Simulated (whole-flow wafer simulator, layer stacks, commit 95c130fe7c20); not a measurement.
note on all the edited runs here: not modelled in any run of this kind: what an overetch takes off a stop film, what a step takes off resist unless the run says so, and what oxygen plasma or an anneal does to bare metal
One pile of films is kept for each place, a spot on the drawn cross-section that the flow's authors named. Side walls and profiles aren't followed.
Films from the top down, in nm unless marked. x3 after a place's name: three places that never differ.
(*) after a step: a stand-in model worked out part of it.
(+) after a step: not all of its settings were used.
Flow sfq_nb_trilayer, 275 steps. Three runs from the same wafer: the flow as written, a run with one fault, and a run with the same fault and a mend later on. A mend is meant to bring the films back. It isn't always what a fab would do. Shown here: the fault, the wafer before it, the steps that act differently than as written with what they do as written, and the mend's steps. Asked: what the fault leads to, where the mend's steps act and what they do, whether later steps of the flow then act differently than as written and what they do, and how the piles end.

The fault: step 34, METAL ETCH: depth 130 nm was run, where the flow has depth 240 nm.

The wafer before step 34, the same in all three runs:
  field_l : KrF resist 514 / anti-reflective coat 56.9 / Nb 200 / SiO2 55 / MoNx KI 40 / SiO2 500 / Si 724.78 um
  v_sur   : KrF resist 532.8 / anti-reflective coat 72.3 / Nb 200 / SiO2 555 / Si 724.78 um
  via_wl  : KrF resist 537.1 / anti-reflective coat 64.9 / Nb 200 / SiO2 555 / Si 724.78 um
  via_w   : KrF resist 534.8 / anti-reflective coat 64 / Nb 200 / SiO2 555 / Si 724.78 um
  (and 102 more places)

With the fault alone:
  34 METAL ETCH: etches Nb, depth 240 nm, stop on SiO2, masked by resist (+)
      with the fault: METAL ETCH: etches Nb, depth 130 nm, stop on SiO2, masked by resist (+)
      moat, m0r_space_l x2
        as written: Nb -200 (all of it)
        with the fault: Nb -130
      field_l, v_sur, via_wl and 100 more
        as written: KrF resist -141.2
        with the fault: KrF resist -76.5
  Later steps of the flow that act differently than as written:
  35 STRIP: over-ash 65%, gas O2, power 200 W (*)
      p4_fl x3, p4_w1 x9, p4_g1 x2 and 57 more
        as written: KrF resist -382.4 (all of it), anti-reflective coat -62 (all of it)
        with the fault: KrF resist -447.1 (all of it), anti-reflective coat -62 (all of it)
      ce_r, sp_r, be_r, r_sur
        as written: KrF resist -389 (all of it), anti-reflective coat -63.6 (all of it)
        with the fault: KrF resist -453.7 (all of it), anti-reflective coat -63.6 (all of it)
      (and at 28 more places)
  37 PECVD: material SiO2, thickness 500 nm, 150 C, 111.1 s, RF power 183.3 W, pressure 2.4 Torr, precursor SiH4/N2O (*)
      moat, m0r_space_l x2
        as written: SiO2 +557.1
        with the fault: SiO2 +500 (new film)
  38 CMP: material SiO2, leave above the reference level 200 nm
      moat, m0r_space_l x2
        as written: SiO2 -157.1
        with the fault: SiO2 -170
  At the end the piles differ from the flow's by more than 2% or 0.5 nm, whichever is larger, at moat, m0r_space_l x2.
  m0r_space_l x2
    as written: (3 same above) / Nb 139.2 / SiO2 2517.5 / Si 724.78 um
    with the fault: (3 same above) / Nb 139.2 / SiO2 1892.5 / Nb 70 / SiO2 555 / Si 724.78 um
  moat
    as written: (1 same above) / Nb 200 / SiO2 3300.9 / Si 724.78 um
    with the fault: (1 same above) / Nb 200 / SiO2 2675.9 / Nb 70 / SiO2 555 / Si 724.78 um

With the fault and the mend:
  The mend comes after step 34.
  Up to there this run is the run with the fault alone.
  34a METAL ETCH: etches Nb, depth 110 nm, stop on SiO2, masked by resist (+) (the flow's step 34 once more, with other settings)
      field_l, v_sur, via_wl and 100 more
        KrF resist -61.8
      moat, m0r_space_l x2
        Nb -70 (all of it)
  No later step of the flow acts differently than as written, at any place that is followed, by more than 2% or 0.5 nm, whichever is larger.
  At the end the piles are the same as the flow's at every place that both follow.
